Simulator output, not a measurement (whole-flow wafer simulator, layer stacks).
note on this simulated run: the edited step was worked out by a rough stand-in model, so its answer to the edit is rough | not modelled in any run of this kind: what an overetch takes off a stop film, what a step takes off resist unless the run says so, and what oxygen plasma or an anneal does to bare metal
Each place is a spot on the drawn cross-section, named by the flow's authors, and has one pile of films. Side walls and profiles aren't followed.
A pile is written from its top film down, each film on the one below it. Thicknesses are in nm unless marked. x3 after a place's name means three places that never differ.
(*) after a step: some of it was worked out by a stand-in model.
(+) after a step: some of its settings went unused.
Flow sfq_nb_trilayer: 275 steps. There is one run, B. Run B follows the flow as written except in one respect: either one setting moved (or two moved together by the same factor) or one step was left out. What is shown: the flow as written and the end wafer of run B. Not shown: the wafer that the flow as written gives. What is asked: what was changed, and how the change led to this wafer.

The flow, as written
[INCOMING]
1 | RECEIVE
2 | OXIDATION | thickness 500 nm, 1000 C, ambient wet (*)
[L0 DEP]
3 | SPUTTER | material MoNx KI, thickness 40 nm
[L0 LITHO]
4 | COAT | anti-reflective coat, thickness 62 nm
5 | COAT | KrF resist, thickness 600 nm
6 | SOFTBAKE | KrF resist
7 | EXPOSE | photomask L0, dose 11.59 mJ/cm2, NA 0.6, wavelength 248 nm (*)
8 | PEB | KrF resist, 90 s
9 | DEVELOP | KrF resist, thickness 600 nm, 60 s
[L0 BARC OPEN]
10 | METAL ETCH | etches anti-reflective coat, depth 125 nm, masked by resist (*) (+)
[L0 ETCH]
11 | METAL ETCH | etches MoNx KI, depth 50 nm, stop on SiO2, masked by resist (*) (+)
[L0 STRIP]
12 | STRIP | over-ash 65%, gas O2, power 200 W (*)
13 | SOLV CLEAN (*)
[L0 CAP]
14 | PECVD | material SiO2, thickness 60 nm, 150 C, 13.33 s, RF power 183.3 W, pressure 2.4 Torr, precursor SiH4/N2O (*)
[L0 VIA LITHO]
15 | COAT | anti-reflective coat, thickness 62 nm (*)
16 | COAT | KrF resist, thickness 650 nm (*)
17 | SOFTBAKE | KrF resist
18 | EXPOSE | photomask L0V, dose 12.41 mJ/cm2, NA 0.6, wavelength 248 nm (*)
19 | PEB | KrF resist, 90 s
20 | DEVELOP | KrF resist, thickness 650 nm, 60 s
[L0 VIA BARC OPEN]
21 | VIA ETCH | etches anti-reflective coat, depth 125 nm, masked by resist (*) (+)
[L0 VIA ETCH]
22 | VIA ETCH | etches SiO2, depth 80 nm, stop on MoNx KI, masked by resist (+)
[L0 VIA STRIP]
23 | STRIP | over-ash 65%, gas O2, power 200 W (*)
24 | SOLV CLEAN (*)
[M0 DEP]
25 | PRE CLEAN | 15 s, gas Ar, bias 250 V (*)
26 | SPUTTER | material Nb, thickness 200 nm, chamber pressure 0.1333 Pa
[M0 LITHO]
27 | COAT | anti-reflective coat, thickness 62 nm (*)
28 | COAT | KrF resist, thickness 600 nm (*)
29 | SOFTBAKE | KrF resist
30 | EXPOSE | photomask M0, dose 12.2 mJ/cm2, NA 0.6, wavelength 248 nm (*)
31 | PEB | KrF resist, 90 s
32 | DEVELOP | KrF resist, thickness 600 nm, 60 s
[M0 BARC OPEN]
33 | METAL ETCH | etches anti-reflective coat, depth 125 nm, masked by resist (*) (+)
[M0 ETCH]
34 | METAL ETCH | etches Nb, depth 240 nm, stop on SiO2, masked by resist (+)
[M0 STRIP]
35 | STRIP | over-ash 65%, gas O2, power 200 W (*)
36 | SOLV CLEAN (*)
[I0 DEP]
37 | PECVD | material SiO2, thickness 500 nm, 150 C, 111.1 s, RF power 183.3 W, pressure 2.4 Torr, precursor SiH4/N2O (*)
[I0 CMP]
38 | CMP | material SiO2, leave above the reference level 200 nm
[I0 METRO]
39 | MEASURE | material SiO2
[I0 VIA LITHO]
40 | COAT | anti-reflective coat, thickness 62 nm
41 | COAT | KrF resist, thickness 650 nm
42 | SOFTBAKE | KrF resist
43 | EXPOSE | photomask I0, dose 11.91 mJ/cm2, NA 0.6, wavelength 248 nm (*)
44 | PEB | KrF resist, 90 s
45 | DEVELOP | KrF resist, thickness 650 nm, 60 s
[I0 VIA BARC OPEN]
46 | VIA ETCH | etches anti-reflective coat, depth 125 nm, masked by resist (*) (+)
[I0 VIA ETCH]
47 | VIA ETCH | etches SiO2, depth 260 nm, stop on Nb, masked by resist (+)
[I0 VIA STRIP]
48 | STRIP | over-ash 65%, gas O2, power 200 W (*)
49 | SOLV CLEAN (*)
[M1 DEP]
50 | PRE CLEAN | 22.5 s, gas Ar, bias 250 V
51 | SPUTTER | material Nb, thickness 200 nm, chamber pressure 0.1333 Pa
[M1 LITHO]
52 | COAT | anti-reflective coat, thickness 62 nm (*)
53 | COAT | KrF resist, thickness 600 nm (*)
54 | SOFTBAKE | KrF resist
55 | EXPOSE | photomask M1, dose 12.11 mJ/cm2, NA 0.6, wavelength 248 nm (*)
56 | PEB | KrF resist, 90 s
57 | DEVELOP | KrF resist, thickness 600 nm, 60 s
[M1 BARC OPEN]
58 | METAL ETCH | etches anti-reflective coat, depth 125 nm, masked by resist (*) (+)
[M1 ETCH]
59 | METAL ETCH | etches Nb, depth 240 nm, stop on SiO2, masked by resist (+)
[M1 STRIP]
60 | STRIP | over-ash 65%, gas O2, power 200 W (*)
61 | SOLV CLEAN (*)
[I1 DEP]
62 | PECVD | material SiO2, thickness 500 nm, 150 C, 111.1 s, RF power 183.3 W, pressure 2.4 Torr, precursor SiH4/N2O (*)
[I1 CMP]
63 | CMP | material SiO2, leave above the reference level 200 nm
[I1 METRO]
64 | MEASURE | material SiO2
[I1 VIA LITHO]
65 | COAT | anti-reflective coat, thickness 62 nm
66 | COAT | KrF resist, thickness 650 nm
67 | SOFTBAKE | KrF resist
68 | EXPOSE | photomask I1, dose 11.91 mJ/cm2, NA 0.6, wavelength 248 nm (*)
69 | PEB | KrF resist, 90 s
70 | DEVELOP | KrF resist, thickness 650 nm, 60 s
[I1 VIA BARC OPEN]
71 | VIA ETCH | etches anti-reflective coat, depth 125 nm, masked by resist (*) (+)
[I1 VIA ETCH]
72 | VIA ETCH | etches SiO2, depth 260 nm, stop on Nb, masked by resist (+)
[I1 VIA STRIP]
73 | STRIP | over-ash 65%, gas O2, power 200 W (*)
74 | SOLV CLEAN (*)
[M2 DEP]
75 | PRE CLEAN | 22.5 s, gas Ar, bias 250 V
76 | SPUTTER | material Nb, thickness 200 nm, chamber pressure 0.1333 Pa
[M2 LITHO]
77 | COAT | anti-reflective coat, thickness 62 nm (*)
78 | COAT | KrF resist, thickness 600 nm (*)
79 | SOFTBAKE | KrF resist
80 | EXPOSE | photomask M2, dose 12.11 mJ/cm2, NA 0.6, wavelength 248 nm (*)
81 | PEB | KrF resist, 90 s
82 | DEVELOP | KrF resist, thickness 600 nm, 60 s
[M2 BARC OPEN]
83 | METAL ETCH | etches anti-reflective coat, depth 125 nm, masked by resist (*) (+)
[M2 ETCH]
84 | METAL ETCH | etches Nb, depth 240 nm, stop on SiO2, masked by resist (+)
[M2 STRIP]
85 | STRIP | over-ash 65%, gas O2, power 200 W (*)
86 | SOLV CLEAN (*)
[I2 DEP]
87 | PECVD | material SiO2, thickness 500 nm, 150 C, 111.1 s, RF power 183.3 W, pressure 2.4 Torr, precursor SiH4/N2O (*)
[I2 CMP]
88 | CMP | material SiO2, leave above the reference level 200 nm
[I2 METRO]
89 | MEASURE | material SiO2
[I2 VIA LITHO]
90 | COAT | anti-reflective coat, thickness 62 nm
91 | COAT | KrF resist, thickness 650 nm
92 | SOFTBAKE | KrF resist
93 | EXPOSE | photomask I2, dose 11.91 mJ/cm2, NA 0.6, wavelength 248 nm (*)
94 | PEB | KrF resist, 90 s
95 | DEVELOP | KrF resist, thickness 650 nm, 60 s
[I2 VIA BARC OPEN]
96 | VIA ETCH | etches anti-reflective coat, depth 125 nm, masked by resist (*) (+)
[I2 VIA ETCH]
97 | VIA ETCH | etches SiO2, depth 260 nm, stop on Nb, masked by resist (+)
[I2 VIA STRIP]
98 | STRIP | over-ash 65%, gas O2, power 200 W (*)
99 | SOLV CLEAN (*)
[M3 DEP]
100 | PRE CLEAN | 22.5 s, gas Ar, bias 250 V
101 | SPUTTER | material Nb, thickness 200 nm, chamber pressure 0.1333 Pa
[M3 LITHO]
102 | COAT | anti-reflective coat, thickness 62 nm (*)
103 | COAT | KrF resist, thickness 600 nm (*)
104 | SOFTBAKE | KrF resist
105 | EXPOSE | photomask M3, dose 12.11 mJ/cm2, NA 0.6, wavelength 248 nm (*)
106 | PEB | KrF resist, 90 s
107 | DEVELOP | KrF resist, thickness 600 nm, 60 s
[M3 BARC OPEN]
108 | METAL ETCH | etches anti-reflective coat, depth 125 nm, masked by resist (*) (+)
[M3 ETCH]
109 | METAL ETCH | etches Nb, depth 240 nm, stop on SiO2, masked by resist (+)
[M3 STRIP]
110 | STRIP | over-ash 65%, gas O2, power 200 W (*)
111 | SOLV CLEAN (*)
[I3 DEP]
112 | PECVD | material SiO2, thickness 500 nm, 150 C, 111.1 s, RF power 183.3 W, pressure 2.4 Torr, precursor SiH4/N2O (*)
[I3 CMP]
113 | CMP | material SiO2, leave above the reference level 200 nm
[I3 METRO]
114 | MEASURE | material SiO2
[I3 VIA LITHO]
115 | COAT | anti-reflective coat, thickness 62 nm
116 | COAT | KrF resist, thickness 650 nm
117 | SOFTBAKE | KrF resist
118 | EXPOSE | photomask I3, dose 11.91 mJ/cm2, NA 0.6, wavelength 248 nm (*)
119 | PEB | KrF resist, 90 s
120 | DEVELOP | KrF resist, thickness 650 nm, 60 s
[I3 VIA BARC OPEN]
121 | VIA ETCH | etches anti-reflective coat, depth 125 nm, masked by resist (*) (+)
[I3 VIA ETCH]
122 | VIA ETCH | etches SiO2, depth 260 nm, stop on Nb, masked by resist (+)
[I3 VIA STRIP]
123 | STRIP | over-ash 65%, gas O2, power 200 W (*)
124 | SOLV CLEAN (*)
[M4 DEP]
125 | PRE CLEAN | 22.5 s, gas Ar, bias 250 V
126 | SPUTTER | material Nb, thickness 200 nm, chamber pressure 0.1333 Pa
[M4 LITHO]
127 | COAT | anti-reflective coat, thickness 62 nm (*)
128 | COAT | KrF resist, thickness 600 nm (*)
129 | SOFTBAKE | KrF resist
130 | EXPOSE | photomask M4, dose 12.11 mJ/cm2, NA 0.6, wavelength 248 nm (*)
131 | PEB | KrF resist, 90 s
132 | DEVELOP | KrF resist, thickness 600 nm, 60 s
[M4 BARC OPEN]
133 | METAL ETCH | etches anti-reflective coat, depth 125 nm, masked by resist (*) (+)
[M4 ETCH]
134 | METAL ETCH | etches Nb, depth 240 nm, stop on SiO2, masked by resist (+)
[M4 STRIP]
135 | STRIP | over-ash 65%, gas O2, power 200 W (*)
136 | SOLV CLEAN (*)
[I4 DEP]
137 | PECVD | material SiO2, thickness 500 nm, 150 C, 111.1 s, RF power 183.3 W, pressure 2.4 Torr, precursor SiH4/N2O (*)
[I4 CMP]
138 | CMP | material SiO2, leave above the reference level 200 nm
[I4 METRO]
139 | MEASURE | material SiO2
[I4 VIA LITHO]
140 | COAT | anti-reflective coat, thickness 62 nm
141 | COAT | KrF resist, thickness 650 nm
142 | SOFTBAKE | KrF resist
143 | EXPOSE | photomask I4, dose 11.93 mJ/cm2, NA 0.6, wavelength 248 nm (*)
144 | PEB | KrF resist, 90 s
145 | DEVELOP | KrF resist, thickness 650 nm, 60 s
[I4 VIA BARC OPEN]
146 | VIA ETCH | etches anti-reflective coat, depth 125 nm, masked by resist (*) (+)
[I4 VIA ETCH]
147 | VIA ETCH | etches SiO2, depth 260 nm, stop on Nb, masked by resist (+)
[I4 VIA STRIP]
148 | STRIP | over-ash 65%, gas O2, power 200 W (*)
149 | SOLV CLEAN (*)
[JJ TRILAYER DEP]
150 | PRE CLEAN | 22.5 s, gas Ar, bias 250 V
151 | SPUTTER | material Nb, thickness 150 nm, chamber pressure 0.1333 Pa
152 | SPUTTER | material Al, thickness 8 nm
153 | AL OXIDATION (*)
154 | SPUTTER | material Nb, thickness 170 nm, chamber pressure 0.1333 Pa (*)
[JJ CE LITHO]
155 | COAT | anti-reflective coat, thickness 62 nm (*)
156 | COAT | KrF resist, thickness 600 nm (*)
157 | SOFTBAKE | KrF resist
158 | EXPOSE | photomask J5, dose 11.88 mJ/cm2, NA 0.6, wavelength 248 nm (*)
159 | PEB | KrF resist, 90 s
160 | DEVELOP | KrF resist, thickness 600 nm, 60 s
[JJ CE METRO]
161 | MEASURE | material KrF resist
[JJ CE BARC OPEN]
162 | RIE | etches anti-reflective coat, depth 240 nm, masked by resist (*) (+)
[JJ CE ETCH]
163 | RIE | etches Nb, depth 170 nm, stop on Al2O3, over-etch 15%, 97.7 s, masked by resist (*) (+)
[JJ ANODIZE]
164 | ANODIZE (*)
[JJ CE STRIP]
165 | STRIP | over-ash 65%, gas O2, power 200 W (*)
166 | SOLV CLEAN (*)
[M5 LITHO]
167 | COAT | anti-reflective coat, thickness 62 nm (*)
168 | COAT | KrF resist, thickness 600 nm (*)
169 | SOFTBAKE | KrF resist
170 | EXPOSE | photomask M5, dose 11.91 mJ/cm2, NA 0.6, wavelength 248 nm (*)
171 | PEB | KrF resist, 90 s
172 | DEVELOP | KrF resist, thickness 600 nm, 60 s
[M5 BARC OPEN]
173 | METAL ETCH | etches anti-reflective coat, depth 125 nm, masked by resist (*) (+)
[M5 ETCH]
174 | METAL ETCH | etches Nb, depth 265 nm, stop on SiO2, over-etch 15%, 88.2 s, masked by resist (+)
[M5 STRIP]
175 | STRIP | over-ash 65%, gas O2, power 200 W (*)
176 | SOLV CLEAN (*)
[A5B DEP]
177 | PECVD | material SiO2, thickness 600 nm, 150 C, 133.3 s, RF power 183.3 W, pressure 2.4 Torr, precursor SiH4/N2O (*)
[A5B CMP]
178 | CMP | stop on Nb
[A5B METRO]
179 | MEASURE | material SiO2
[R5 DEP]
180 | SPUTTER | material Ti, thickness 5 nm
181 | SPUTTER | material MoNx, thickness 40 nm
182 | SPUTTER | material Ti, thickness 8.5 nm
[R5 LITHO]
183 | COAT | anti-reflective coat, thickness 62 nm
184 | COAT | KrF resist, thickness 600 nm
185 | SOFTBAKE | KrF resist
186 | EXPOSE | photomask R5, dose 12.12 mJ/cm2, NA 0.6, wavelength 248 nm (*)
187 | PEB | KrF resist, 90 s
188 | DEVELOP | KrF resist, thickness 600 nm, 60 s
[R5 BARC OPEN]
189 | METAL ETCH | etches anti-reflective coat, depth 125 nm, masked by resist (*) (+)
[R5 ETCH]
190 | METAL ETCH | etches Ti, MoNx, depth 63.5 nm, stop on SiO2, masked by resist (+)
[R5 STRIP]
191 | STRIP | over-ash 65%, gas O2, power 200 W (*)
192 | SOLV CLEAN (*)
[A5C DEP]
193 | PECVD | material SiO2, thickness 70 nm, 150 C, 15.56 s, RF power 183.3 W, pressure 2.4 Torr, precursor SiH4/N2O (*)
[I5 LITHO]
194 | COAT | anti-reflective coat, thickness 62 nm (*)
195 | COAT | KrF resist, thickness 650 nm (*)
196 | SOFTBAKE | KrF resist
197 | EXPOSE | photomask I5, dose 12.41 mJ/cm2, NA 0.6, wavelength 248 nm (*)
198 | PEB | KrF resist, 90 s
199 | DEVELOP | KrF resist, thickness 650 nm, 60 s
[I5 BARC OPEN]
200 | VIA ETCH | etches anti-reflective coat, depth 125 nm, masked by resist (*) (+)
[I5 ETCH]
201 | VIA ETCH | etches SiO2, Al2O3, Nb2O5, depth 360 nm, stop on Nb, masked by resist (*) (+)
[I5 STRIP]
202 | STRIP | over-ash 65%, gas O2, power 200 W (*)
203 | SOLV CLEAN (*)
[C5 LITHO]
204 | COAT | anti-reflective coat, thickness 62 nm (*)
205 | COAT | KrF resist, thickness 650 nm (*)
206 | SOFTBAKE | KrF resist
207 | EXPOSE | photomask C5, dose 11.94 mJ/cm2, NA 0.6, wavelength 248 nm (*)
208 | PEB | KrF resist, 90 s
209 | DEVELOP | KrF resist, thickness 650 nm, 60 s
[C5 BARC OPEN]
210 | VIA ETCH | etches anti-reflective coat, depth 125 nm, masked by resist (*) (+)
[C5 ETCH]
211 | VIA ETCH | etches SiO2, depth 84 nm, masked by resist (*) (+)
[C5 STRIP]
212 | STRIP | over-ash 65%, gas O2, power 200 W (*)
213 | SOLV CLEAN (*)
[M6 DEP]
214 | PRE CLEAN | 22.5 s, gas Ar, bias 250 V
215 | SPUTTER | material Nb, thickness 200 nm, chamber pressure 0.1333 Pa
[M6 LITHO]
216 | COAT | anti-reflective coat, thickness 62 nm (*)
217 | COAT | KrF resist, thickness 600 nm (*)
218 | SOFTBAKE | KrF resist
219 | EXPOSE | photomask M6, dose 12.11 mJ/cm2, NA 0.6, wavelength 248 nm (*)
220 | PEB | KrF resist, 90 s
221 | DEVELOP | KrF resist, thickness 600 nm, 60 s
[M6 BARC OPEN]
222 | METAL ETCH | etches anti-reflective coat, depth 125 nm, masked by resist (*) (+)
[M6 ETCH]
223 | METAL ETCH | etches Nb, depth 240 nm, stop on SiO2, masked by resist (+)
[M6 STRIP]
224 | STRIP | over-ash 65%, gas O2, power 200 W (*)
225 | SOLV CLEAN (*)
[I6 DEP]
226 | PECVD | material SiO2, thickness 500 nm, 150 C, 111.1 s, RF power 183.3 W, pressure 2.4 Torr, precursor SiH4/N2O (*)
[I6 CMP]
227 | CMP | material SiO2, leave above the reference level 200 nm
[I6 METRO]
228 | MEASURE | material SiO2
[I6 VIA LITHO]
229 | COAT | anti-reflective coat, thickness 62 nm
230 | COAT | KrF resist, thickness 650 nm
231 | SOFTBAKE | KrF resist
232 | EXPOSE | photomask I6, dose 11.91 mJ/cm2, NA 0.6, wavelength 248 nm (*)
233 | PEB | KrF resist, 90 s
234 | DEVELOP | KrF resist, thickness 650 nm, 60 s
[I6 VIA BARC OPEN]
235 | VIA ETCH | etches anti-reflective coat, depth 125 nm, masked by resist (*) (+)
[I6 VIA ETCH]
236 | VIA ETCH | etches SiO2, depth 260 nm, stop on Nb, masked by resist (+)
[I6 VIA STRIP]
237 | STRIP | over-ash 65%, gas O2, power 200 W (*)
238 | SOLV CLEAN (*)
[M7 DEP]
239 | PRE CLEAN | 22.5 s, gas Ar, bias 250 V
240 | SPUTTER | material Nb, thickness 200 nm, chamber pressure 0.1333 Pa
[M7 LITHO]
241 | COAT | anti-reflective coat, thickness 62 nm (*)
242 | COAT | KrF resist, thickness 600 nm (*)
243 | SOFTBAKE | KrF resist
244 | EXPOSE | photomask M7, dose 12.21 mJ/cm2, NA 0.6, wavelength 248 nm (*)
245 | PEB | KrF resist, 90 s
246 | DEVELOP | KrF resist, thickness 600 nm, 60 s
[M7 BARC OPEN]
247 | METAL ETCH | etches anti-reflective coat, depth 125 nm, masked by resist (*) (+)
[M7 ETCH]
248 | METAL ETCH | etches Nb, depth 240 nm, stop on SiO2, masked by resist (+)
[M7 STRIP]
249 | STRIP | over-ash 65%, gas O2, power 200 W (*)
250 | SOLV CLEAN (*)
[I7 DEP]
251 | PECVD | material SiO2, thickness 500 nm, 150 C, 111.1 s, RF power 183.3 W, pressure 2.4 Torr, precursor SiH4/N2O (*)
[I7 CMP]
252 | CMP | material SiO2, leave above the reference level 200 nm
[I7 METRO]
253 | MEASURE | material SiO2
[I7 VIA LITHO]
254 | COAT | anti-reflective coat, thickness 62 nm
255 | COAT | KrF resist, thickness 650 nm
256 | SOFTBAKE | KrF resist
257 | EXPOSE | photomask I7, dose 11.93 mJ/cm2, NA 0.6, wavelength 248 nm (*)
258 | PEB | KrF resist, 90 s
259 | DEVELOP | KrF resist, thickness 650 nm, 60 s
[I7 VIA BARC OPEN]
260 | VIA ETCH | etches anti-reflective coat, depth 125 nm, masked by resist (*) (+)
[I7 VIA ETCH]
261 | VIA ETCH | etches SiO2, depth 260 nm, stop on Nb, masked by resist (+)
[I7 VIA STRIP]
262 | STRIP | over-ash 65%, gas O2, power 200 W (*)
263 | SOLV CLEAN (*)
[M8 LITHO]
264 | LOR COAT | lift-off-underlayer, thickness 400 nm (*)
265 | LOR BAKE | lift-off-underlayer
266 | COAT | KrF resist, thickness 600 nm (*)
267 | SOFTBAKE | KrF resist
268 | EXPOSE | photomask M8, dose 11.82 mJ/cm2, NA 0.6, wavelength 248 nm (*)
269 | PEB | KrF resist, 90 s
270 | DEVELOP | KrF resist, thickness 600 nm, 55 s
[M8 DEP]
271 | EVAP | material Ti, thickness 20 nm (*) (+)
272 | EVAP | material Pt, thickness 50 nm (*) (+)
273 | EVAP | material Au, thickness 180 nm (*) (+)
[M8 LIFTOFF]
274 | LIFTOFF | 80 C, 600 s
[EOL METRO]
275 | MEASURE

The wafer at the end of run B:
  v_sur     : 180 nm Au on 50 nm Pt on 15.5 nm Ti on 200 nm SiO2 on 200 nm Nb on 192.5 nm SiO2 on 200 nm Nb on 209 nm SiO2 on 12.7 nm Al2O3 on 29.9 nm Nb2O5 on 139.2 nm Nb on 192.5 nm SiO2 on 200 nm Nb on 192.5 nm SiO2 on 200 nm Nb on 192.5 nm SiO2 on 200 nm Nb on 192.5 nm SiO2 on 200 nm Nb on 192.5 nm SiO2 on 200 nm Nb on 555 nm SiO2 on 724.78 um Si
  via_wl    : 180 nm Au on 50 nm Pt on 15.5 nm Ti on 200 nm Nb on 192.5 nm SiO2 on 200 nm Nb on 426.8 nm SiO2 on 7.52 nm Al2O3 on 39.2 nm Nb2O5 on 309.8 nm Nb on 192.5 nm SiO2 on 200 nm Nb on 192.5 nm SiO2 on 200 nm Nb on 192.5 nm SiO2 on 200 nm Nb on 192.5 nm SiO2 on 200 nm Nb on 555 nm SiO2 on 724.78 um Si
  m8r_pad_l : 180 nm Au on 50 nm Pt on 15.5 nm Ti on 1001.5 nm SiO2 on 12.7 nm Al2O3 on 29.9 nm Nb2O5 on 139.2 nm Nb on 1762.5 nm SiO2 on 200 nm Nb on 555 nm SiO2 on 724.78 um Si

What caused this: step 271, EVAP: thickness 15.5 nm was run, while the flow as written has thickness 20 nm.
One can read it off the wafer: v_sur has Ti 15.5, and step 271 as written asks for 20 nm.

Step by step, how the change led to this:
  271 | EVAP | material Ti, thickness 20 nm (*) (+)
      field_l, v_sur, via_wl and 103 more: +15.5 Ti (new film) (in the flow as written it would be: +20 Ti (new film))
  274 | LIFTOFF | 80 C, 600 s
      p4_fl, p4_fm, p4_w1 and 71 more: -180 Au (all of it), -50 Pt (all of it), -15.5 Ti (all of it), -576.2 KrF resist (all of it), -400 lift-off-underlayer (all of it) (in the flow as written it would be: -180 Au (all of it), -50 Pt (all of it), -20 Ti (all of it), -576.2 KrF resist (all of it), -400 lift-off-underlayer (all of it))
      c5j, ce_r: -180 Au (all of it), -50 Pt (all of it), -15.5 Ti (all of it), -573.3 KrF resist (all of it), -399.3 lift-off-underlayer (all of it) (in the flow as written it would be: -180 Au (all of it), -50 Pt (all of it), -20 Ti (all of it), -573.3 KrF resist (all of it), -399.3 lift-off-underlayer (all of it))
      (as well as at 19 more places)
